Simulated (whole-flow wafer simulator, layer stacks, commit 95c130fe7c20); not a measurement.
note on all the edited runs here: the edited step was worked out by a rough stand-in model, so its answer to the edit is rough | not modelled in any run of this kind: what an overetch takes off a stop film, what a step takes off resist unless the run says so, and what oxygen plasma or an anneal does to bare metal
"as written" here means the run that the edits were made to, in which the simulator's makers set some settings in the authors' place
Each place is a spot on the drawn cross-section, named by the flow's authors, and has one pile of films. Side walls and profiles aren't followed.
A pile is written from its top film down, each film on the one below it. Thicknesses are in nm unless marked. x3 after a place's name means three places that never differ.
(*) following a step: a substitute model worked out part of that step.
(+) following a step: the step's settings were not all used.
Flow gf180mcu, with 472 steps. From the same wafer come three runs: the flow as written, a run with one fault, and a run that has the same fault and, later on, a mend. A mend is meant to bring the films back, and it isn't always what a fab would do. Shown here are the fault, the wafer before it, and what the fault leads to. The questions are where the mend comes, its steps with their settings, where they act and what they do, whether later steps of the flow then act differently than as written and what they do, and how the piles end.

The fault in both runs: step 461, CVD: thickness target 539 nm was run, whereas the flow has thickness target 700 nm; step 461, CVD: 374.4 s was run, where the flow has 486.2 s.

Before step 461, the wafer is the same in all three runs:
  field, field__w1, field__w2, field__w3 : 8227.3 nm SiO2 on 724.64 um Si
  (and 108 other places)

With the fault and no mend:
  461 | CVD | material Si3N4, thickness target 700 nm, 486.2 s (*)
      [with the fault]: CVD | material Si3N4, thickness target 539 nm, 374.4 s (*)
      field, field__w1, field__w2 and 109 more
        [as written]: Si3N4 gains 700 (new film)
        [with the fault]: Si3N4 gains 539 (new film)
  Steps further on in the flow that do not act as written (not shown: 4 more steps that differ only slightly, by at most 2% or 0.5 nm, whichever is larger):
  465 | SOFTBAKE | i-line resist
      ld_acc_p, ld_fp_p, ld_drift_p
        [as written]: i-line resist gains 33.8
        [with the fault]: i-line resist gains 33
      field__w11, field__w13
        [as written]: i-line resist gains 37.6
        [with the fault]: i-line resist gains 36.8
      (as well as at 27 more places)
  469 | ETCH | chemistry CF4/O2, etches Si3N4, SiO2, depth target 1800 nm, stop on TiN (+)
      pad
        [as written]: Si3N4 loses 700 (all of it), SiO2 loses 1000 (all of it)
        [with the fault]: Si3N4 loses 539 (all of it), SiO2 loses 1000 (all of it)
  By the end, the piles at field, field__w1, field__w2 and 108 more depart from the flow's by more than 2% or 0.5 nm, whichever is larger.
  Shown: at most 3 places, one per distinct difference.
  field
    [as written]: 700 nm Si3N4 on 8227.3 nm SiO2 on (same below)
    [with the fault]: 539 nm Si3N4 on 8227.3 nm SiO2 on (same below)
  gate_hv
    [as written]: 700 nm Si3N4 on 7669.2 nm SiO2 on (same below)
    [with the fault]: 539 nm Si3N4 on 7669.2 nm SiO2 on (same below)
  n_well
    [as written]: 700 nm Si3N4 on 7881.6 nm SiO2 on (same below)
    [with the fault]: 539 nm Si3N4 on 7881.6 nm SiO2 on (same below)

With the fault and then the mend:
  After step 461 comes the mend.
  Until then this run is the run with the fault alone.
  461a | CVD | material Si3N4, thickness target 161 nm, 111.8 s (*) (a further turn of the flow's step 461, with different settings)
      field, field__w1, field__w2 and 109 more
        Si3N4 gains 161.1
  None of the later steps of the flow differs from how it acts as written, at any place that is followed, by more than 2% or 0.5 nm, whichever is larger.
  At the end the piles are close to the flow's at the places that both follow, differing by at most 2% or 0.5 nm, whichever is larger.
